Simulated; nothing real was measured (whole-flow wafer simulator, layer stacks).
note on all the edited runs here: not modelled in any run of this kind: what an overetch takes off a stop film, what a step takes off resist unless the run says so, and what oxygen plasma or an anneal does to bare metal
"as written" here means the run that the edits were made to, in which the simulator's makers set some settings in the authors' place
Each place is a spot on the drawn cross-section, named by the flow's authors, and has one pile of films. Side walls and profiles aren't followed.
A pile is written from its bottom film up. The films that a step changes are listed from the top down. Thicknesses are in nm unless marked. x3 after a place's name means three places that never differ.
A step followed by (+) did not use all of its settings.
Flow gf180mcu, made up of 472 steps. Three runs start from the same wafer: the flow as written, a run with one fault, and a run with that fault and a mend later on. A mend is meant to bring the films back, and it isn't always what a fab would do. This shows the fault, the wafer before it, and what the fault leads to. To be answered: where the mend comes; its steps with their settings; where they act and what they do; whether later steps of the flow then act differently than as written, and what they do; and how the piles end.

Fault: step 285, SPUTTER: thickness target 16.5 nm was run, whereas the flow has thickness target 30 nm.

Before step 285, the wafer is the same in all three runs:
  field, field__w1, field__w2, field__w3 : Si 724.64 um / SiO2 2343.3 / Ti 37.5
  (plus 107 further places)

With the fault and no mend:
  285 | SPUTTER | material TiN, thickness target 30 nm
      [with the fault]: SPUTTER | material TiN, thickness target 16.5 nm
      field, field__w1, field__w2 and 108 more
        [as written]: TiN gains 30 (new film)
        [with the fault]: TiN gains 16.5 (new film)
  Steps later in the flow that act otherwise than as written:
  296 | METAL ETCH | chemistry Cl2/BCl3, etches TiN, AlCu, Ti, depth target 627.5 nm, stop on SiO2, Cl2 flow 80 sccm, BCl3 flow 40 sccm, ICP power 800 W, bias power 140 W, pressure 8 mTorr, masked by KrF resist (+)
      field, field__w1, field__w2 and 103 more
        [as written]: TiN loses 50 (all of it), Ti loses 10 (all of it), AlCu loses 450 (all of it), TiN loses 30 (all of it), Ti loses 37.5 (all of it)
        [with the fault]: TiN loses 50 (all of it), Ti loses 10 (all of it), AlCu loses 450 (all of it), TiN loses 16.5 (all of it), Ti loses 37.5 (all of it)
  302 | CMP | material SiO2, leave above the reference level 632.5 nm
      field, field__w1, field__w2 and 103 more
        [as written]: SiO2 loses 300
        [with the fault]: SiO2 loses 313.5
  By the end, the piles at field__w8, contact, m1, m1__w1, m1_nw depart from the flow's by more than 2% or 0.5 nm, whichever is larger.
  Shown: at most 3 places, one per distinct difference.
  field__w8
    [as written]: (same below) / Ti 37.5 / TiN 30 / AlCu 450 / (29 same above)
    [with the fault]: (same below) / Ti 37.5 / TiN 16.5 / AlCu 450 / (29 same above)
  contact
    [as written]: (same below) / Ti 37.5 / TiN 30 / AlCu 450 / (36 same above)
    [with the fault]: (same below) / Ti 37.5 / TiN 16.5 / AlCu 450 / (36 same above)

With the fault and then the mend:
  After step 285 comes the mend.
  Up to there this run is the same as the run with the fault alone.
  285a | SPUTTER | material TiN, thickness target 13.5 nm (the flow's step 285, run once more with other settings)
      field, field__w1, field__w2 and 108 more
        TiN gains 13.5
  Later steps of the flow that are run all act as written at every place that is followed.
  The piles end the same as the flow's at every place that both follow.
